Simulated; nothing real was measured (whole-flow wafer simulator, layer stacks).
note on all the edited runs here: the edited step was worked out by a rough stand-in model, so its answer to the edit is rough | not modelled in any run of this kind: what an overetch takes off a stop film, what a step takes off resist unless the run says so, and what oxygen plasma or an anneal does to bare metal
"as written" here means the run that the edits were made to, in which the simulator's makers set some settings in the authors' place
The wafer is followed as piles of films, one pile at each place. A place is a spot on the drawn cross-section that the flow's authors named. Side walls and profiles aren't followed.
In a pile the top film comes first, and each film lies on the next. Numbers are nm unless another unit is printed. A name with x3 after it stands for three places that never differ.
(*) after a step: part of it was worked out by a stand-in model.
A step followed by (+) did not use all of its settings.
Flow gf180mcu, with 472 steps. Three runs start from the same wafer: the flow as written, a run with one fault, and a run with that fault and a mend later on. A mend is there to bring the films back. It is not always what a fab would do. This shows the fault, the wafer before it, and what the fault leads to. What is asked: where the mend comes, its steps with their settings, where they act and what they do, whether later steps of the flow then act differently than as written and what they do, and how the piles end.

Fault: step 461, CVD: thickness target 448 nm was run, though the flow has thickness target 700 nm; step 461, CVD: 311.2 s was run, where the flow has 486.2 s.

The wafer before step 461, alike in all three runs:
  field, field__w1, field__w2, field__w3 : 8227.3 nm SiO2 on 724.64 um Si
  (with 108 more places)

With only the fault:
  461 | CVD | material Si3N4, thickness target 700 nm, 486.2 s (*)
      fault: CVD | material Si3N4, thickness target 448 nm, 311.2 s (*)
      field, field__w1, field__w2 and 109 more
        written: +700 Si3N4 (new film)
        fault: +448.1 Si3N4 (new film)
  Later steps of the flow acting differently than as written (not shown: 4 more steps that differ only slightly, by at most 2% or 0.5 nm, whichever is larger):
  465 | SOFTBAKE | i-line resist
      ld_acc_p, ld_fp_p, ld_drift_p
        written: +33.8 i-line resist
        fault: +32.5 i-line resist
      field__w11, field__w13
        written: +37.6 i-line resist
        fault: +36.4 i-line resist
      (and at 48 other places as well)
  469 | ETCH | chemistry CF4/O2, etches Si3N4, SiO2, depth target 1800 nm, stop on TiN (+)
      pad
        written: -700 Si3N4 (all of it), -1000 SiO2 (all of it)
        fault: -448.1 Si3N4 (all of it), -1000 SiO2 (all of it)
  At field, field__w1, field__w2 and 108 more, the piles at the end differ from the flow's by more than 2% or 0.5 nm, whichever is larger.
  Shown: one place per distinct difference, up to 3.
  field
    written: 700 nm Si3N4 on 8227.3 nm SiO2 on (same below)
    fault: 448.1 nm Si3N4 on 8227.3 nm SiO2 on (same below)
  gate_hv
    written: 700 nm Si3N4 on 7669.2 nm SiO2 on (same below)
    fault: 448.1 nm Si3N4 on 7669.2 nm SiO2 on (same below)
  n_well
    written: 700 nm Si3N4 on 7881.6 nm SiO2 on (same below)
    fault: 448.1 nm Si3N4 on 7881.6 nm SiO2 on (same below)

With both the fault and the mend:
  The mend follows step 468.
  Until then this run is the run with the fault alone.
  468a | STRIP | chemistry O2/N2, power 2160 W, pressure 1700 mTorr (*)
      iso_ptap_pw, iso_ntap_nw, iso_nw_fld and 33 more
        -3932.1 i-line resist (all of it)
      p_well, sti, spacer, sd_n, mim_1p0, dice_street
        -3938.1 i-line resist (all of it)
      field__w2, field__w3, field__w12
        -3984.8 i-line resist (all of it)
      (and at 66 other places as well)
  468b | CVD | material Si3N4, thickness target 252 nm, 175 s (*) (the flow's step 461, run once more with other settings)
      field, field__w1, field__w2 and 109 more
        +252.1 Si3N4
  468c | HMDS | 120 C, 60 s (the flow's step 463, run once more)
      alters no film at any place that is followed
  468d | COAT | i-line resist, thickness 4000 nm (*) (the flow's step 464, run once more)
      iso_ptap_pw, iso_ntap_nw, iso_nw_fld and 33 more
        +4000 i-line resist (new film)
      field__w9, field__w13, sd_p_hv, gate_p_hv, nplus_u, npoly_u
        +4017 i-line resist (new film)
      p_well, sti, spacer, sd_n, mim_1p0, dice_street
        +4006.3 i-line resist (new film)
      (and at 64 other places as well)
  468e | SOFTBAKE | i-line resist (the flow's step 465, run once more)
      ld_acc_p, ld_fp_p, ld_drift_p
        +33.8 i-line resist
      field__w2, field_sub__w4
        +33.4 i-line resist
      field__w11, field__w13
        +37.6 i-line resist
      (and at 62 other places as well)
  468f | EXPOSE | photomask Pad (the flow's step 466, run once more)
      alters no film at any place that is followed
  468g | PEB | i-line resist, 115 C, 93.9 s (the flow's step 467, run once more)
      iso_ptap_pw, iso_ntap_nw, iso_nw_fld and 33 more
        -67.9 i-line resist
      field, field__w2, field__w3 and 25 more
        -68.8 i-line resist
      field_sub, field_sub__w1, field_sub__w2 and 23 more
        -68.7 i-line resist
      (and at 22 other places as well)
  468h | DEVELOP | thickness 4000 nm (*) (the flow's step 468, run once more)
      field__w5, field__w7, field__w13 and 13 more
        -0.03 i-line resist
      pad
        -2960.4 i-line resist (all of it)
  Every later step of the flow that is run acts as written, at every place that is followed, to within 2% or 0.5 nm, whichever is larger.
  At the end the piles are close to the flow's at the places that both follow, differing by at most 2% or 0.5 nm, whichever is larger.
